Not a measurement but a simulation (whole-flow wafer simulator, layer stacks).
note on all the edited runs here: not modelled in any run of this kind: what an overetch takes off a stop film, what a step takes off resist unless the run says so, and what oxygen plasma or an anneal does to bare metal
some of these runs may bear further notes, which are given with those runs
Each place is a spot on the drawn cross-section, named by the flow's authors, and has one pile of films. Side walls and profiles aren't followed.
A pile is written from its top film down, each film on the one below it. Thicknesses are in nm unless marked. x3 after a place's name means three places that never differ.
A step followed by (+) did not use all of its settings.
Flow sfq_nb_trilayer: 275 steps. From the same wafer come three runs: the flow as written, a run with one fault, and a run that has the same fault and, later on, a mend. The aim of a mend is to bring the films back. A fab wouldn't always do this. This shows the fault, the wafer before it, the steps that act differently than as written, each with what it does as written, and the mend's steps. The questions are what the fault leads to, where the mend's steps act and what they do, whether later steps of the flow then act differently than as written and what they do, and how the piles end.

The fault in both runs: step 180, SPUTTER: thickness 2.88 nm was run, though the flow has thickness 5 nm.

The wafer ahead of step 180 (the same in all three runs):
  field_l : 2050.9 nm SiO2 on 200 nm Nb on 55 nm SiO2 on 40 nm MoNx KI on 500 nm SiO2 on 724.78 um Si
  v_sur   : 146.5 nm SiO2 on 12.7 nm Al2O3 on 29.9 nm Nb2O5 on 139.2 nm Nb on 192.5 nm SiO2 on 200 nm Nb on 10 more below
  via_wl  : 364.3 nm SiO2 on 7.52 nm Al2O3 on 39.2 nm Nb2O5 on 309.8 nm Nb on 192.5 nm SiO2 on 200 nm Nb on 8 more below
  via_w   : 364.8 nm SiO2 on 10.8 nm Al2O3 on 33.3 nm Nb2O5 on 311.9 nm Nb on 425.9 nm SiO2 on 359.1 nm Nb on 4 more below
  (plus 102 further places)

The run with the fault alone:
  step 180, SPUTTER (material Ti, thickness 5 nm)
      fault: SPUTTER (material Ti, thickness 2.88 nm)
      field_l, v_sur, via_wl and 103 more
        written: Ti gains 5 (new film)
        fault: Ti gains 2.88 (new film)
  Later steps of the flow acting differently than as written (not shown: 20 more steps that differ only slightly, by at most 2% or 0.5 nm, whichever is larger):
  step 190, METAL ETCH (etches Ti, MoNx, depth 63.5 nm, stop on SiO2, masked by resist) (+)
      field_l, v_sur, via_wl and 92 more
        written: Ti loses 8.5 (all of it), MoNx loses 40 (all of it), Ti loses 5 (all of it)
        fault: Ti loses 8.5 (all of it), MoNx loses 40 (all of it), Ti loses 2.88 (all of it)
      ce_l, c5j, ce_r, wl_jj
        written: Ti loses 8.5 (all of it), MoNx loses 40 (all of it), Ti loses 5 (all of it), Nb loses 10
        fault: Ti loses 8.5 (all of it), MoNx loses 40 (all of it), Ti loses 2.88 (all of it), Nb loses 12.1
  By the end, the piles at be_r, r_sur, res, r_end, r5r_line_l, r5r_line_c, r5r_line_r depart from the flow's by more than 2% or 0.5 nm, whichever is larger.
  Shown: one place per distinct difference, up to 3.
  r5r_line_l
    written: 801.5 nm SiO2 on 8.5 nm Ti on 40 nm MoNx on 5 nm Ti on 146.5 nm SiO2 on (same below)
    fault: 803.6 nm SiO2 on 8.5 nm Ti on 40 nm MoNx on 2.88 nm Ti on 146.5 nm SiO2 on (same below)
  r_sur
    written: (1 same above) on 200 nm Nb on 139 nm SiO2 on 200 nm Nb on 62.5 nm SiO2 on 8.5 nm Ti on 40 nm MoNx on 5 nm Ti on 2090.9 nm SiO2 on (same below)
    fault: (1 same above) on 200 nm Nb on 141.1 nm SiO2 on 200 nm Nb on 62.5 nm SiO2 on 8.5 nm Ti on 40 nm MoNx on 2.88 nm Ti on 2090.9 nm SiO2 on (same below)
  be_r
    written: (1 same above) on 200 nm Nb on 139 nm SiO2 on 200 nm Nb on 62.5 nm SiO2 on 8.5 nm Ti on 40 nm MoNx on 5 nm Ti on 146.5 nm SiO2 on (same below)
    fault: (1 same above) on 200 nm Nb on 141.1 nm SiO2 on 200 nm Nb on 62.5 nm SiO2 on 8.5 nm Ti on 40 nm MoNx on 2.88 nm Ti on 146.5 nm SiO2 on (same below)

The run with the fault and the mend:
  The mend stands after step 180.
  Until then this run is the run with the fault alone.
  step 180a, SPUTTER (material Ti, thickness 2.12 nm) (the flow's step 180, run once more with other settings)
      field_l, v_sur, via_wl and 103 more
        Ti gains 2.12
  Every later step of the flow that is run acts as written at every place that is followed.
  At every place that both follow, the piles at the end match the flow's.
